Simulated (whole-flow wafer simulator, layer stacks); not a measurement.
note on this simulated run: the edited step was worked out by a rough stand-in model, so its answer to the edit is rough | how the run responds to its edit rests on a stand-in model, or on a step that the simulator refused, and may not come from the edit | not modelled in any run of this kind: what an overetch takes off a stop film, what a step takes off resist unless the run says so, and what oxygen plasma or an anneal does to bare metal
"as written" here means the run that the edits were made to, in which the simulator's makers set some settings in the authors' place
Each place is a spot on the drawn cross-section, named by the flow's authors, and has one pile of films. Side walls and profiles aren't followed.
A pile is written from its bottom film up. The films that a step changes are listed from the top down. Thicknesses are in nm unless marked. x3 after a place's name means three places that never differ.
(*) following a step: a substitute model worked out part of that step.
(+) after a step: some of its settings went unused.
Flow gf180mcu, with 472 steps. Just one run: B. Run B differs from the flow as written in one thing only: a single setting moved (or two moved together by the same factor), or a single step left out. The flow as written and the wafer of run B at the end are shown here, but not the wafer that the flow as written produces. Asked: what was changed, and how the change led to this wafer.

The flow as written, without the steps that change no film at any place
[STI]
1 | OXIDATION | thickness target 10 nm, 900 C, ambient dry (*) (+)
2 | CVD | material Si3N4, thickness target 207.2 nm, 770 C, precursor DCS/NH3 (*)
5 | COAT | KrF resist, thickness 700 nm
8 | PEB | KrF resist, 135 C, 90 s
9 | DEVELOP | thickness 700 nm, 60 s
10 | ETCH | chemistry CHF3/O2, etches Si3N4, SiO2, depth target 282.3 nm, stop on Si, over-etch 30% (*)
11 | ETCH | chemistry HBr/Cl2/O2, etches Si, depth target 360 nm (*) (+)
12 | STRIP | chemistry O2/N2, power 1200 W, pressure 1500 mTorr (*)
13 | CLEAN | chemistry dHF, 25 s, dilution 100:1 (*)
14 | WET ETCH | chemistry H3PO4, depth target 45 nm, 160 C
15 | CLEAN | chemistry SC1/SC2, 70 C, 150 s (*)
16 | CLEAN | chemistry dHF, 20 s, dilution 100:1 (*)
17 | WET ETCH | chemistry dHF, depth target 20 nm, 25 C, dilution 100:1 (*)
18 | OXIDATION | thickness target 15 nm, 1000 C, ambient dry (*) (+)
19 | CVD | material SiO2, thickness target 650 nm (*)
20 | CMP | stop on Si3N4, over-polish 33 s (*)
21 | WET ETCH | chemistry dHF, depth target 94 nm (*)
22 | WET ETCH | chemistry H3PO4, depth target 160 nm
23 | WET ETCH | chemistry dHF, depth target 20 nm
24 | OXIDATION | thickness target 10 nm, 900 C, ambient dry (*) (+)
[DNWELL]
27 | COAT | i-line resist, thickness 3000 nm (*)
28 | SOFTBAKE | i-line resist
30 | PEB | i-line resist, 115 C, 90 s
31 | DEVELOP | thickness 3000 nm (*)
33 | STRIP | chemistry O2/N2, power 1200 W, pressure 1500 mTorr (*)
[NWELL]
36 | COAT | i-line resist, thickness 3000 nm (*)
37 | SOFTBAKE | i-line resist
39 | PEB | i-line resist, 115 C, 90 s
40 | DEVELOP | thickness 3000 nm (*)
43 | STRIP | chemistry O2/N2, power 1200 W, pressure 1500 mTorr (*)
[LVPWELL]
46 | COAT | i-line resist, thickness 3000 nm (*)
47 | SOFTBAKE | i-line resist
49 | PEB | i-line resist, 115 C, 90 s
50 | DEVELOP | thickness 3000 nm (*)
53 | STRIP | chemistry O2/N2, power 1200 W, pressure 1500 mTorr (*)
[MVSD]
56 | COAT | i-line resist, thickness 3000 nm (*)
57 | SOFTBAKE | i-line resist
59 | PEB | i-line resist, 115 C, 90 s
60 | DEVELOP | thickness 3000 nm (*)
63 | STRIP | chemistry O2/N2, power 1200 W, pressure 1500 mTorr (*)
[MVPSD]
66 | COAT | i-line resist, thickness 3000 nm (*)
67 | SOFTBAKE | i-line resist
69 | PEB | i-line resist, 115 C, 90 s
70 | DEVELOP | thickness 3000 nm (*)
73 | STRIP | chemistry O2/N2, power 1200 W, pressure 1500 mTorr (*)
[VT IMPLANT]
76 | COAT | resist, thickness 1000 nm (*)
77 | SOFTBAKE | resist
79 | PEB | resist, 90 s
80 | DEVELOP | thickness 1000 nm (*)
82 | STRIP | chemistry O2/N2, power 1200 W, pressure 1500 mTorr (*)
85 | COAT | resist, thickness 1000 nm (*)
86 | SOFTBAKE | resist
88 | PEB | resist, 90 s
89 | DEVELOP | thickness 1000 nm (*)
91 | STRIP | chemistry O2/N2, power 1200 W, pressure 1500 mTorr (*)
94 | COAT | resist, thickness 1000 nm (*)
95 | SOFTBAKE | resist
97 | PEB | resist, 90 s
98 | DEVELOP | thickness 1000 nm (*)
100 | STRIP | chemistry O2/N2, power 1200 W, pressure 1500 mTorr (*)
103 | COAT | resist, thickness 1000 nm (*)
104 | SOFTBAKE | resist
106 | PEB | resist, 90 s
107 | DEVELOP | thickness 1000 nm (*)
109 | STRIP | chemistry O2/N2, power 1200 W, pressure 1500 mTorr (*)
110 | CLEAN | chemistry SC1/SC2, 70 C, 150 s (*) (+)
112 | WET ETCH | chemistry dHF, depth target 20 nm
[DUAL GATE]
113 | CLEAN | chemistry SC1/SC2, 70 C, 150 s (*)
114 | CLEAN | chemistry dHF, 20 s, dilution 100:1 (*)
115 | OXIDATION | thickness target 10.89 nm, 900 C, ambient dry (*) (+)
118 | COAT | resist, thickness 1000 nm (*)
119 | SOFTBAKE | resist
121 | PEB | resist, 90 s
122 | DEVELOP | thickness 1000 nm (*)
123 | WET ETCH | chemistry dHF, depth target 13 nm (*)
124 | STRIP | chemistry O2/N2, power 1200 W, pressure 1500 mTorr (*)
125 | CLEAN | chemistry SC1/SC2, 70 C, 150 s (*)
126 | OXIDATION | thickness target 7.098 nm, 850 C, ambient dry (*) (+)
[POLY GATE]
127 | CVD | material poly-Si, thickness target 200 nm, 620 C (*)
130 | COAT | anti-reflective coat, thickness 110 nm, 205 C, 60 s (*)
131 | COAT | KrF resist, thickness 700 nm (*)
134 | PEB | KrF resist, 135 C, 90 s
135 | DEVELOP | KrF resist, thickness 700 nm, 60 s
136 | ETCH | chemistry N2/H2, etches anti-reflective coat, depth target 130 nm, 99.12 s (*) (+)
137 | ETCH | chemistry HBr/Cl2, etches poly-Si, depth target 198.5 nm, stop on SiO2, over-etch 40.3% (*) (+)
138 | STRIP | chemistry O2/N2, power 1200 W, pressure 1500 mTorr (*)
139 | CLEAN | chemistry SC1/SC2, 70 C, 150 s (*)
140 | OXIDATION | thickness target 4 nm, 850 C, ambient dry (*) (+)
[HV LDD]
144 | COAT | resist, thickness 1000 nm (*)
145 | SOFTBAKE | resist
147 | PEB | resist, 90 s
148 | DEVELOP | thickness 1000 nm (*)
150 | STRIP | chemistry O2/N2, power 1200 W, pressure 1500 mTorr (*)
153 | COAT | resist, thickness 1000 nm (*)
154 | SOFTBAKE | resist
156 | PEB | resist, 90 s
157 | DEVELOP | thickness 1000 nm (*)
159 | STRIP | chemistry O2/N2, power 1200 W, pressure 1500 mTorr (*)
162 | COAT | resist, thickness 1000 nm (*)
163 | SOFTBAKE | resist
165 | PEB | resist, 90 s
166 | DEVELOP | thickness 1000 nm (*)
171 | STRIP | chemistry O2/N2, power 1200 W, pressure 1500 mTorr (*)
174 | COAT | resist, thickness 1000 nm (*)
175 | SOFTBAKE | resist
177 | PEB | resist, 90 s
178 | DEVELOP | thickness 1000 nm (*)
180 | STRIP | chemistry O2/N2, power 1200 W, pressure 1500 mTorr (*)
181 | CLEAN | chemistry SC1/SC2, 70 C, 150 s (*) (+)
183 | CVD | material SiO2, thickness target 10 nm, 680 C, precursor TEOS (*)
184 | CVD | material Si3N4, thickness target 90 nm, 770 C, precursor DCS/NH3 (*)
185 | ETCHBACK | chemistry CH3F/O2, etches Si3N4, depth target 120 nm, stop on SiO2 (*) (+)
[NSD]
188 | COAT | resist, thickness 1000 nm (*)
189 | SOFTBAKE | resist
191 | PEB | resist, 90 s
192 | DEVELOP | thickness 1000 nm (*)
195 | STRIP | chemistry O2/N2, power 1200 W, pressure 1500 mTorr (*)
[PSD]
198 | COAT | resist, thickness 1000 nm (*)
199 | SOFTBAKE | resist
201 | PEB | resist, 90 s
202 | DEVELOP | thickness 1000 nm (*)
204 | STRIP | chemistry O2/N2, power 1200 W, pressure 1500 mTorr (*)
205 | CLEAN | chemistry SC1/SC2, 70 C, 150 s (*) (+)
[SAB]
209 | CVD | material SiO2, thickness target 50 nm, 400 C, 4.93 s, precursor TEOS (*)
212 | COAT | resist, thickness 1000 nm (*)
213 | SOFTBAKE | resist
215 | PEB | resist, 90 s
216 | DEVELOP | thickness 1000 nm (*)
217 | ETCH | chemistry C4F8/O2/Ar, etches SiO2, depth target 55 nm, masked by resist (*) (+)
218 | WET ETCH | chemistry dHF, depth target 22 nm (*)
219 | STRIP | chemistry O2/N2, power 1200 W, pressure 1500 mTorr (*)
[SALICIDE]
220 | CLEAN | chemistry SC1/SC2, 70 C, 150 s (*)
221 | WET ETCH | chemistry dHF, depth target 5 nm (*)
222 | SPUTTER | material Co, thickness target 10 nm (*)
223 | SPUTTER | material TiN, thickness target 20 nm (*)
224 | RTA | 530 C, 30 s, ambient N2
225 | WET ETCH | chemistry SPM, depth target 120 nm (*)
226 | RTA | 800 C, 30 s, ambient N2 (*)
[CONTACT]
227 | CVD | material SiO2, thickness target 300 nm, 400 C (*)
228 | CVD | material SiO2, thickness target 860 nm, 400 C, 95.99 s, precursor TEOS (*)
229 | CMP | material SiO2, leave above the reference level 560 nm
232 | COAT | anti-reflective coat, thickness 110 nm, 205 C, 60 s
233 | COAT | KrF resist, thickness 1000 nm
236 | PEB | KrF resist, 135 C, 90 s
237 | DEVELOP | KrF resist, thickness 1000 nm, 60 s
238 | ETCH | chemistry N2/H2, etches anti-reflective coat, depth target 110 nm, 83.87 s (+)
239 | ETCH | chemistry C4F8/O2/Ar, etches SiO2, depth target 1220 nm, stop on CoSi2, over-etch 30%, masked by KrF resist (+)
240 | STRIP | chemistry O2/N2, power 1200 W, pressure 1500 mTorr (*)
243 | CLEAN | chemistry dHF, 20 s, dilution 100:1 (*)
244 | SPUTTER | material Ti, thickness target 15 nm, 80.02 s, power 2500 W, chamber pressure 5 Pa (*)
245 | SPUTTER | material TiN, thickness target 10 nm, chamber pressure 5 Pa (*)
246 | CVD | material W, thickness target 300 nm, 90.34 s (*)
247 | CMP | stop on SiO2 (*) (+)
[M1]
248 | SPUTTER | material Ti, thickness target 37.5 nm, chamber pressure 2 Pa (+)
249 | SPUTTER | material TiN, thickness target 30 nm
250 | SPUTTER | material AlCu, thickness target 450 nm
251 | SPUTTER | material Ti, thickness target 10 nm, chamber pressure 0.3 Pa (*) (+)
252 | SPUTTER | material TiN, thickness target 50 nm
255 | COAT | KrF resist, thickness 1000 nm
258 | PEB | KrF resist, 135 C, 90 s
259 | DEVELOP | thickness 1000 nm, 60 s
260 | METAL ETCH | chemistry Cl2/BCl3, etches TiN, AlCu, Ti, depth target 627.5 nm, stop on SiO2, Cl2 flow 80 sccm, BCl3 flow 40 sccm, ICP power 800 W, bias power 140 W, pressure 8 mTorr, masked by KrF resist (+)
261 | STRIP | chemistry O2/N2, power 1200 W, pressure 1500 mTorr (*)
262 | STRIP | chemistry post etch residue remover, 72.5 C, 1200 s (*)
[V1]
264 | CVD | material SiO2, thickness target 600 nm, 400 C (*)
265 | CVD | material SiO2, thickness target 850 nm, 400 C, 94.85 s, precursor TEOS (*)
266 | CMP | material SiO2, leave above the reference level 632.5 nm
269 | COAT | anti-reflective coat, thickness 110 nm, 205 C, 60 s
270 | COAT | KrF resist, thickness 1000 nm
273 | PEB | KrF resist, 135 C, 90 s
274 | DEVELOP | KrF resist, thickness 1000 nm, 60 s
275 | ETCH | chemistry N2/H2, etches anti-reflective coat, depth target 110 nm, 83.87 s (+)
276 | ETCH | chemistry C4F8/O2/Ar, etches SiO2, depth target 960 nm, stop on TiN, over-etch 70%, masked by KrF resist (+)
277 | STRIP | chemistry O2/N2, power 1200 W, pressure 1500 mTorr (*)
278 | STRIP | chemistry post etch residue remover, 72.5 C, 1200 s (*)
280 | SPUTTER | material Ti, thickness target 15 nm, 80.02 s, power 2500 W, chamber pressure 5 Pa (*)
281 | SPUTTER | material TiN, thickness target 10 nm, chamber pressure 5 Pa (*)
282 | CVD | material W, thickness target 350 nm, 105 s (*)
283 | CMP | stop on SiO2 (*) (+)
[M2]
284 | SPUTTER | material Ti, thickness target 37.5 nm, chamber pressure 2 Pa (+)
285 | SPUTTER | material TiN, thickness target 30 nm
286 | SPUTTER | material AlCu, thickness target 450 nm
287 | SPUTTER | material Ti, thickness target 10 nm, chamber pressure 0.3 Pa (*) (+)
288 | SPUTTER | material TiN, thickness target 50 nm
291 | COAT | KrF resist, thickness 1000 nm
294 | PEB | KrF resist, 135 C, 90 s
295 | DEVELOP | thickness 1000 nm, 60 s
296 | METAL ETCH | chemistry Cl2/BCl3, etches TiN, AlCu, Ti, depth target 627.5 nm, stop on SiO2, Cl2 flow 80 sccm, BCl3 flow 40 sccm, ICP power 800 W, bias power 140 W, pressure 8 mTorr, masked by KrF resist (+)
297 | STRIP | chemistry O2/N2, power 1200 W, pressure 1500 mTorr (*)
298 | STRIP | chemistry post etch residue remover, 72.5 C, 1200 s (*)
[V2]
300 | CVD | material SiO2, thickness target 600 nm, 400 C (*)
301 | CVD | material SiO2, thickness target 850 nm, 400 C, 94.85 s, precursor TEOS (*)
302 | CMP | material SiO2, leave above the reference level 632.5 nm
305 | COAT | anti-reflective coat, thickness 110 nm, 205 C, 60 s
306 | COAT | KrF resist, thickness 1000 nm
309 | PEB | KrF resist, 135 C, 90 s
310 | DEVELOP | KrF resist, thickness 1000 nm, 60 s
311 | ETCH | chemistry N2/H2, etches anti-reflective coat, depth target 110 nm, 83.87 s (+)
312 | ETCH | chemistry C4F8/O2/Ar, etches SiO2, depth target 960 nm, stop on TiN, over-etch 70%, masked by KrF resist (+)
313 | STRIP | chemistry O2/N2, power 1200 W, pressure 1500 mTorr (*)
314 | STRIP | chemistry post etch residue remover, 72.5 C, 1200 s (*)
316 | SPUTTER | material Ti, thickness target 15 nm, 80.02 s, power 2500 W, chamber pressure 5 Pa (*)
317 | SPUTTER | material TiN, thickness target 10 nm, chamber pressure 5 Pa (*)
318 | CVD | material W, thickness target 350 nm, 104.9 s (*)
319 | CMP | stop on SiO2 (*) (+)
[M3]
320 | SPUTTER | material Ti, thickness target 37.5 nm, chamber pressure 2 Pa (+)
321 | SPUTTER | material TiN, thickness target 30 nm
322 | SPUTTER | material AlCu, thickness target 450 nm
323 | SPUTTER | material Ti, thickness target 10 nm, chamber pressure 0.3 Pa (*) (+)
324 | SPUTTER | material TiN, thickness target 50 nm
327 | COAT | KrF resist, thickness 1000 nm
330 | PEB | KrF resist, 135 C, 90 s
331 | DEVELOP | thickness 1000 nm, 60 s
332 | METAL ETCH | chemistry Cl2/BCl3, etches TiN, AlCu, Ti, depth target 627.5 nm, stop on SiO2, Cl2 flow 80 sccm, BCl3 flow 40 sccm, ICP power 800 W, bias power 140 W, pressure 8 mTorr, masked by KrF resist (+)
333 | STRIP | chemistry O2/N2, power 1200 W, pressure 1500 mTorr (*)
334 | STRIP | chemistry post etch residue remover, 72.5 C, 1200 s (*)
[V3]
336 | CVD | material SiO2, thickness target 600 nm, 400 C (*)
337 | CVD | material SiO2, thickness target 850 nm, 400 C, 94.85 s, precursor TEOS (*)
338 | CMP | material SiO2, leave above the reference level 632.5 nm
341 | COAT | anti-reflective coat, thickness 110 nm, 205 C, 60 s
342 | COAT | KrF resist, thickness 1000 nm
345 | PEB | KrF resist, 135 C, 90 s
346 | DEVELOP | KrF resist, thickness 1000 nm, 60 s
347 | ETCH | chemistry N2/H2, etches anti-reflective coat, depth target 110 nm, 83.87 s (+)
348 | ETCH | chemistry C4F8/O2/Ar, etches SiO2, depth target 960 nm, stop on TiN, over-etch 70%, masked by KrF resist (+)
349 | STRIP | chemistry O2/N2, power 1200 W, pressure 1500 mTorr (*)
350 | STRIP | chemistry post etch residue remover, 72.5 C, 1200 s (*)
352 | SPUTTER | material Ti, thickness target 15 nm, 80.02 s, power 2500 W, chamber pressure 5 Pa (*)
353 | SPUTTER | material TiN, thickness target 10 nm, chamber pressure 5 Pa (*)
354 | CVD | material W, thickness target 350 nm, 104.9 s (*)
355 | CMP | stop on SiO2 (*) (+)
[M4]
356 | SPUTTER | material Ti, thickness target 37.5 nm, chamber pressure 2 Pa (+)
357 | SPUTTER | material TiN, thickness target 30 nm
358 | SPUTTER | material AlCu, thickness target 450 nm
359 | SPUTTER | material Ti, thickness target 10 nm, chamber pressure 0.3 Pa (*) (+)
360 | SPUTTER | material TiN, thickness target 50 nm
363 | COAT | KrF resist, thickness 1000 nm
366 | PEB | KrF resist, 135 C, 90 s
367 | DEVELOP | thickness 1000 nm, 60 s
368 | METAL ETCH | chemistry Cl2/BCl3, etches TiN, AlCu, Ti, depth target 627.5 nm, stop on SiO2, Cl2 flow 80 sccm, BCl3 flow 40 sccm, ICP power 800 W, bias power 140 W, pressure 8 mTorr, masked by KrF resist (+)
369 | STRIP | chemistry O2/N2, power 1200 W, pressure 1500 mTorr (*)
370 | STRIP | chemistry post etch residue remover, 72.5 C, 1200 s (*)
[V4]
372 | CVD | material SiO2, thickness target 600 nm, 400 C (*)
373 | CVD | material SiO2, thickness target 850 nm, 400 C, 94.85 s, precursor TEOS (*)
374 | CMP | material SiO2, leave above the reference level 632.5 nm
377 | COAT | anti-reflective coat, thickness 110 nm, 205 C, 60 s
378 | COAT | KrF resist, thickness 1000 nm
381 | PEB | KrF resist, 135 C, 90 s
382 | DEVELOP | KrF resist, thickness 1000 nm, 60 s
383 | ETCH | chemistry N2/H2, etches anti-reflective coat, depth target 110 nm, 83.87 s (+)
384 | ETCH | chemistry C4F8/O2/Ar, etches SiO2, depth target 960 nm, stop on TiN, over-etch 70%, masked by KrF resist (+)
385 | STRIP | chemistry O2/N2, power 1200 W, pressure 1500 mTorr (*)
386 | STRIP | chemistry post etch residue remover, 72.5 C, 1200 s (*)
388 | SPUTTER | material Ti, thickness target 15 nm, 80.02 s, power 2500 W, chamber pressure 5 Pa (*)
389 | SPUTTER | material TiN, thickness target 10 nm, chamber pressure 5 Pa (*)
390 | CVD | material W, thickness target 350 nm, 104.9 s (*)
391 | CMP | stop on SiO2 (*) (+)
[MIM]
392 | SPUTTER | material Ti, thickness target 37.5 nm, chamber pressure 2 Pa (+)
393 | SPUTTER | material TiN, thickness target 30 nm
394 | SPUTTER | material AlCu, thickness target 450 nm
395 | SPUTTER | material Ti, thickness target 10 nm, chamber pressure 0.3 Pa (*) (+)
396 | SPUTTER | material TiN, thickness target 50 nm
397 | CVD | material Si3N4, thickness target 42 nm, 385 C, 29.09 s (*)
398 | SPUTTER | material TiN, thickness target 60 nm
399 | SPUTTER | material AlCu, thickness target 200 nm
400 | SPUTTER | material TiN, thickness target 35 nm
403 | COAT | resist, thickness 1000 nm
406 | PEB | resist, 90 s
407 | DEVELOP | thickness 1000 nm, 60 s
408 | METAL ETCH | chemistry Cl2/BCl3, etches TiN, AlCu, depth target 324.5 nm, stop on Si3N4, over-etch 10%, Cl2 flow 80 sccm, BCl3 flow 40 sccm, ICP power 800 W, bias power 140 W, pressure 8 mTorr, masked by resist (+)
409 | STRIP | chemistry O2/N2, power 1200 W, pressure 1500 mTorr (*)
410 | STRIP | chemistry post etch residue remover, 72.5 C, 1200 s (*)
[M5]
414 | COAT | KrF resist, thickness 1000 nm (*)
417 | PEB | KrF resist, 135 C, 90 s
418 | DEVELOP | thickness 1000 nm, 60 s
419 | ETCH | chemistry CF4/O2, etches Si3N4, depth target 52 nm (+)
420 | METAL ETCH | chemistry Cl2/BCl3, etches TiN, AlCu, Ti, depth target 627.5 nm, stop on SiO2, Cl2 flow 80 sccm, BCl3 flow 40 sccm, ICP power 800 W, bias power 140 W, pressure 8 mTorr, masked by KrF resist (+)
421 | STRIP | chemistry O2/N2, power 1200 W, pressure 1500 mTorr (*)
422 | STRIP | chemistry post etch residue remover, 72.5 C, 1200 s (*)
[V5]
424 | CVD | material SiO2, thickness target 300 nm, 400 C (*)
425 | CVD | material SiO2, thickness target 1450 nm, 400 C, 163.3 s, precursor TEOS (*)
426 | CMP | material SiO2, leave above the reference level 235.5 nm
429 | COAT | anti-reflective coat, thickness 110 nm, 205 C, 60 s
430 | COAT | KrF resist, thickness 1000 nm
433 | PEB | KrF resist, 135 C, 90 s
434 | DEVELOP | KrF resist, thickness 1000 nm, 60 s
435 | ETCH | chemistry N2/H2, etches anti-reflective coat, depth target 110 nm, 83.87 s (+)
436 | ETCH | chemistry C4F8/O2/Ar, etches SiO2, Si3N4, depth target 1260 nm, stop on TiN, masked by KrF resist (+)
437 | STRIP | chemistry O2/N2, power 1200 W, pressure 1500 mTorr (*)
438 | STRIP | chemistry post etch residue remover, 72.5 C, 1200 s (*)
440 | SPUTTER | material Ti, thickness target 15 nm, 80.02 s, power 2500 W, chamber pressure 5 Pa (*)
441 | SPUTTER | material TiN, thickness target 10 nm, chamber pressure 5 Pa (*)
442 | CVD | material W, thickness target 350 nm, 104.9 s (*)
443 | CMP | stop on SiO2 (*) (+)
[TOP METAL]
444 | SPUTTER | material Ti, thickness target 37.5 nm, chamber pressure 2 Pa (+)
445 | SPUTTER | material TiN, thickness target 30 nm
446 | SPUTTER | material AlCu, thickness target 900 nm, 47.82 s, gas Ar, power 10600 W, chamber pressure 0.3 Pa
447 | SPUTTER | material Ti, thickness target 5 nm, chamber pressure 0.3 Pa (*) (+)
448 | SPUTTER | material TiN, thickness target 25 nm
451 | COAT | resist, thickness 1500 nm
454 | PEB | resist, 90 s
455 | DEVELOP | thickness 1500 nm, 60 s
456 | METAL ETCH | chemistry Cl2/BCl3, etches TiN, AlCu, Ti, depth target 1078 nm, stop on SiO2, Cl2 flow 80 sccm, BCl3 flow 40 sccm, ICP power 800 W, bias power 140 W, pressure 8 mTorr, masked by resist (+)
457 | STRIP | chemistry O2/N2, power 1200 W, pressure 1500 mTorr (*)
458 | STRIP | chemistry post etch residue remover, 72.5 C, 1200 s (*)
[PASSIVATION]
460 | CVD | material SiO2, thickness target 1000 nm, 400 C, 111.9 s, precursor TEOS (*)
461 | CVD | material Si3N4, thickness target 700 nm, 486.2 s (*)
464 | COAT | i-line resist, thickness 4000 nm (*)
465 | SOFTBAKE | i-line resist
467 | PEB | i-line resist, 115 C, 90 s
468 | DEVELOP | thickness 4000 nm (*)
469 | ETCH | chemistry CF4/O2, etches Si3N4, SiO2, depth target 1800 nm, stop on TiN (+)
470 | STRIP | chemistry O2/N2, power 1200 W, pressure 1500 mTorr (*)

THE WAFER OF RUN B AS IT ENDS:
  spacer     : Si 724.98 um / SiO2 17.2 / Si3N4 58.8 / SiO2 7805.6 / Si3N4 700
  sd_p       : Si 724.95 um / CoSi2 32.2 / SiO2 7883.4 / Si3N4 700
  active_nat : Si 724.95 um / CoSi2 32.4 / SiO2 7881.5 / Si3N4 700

Cause: step 184, CVD: thickness target 63 nm was run, though the flow has thickness target 90 nm.

Step by step, how the change led to this:
  184 | CVD | material Si3N4, thickness target 90 nm, 770 C, precursor DCS/NH3 (*)
      field, field__w1, field__w2 and 101 more: +63 Si3N4 (new film) (it would be, as written: +90 Si3N4 (new film))
  185 | ETCHBACK | chemistry CH3F/O2, etches Si3N4, depth target 120 nm, stop on SiO2 (*) (+)
      field, field__w1, field__w2 and 100 more: -63 Si3N4 (all of it), -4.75 SiO2 (it would be, as written: -90 Si3N4 (all of it), -2.5 SiO2)
  188 | COAT | resist, thickness 1000 nm (*)
      spacer: +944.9 resist (new film) (it would be, as written: +920.3 resist (new film))
  189 | SOFTBAKE | resist
      field: nothing (it would be, as written: +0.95 resist)
      nw_sep_fld: -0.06 resist (it would be, as written: +1.07 resist)
  191 | PEB | resist, 90 s
      spacer: -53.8 resist (it would be, as written: -52.3 resist)
  192 | DEVELOP | thickness 1000 nm (*)
      spacer: -891.1 resist (all of it) (it would be, as written: -868 resist (all of it))
  198 | COAT | resist, thickness 1000 nm (*)
      spacer: +944.9 resist (new film) (it would be, as written: +920.3 resist (new film))
  199 | SOFTBAKE | resist
      field: nothing (it would be, as written: +0.95 resist)
      nw_sep_fld: -0.06 resist (it would be, as written: +1.07 resist)
  201 | PEB | resist, 90 s
      spacer: -53.8 resist (it would be, as written: -52.3 resist)
  204 | STRIP | chemistry O2/N2, power 1200 W, pressure 1500 mTorr (*)
      spacer: -891.1 resist (all of it) (it would be, as written: -868 resist (all of it))
  212 | COAT | resist, thickness 1000 nm (*)
      spacer: +943.7 resist (new film) (it would be, as written: +919.2 resist (new film))
  215 | PEB | resist, 90 s
      spacer: -53.8 resist (it would be, as written: -52.3 resist)
  216 | DEVELOP | thickness 1000 nm (*)
      spacer: -890 resist (all of it) (it would be, as written: -866.9 resist (all of it))
  218 | WET ETCH | chemistry dHF, depth target 22 nm (*)
      gate, gate_hv, gate_p and 23 more: -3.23 SiO2 (all of it) (it would be, as written: -5.48 SiO2 (all of it))
      active, p_well, sd_n, iso_ptap_pw, iso_ntap_nw, iso_ptap_sub, vpnp_e: -6.76 SiO2 (all of it) (it would be, as written: -9.01 SiO2 (all of it))
      (as well as at 16 more places)
  222 | SPUTTER | material Co, thickness target 10 nm (*)
      field__w2: +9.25 Co (new film) (it would be, as written: +8.65 Co (new film))
      field__w3: +8.85 Co (new film) (it would be, as written: +8.06 Co (new film))
      (as well as at 4 more places)
  223 | SPUTTER | material TiN, thickness target 20 nm (*)
      field__w2: +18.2 TiN (new film) (it would be, as written: +17 TiN (new film))
      field__w3: +17.3 TiN (new film) (it would be, as written: +15.7 TiN (new film))
      (as well as at 6 more places)
  ... 3 further steps ...
  229 | CMP | material SiO2, leave above the reference level 560 nm
      spacer: -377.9 SiO2 (it would be, as written: -404.9 SiO2)
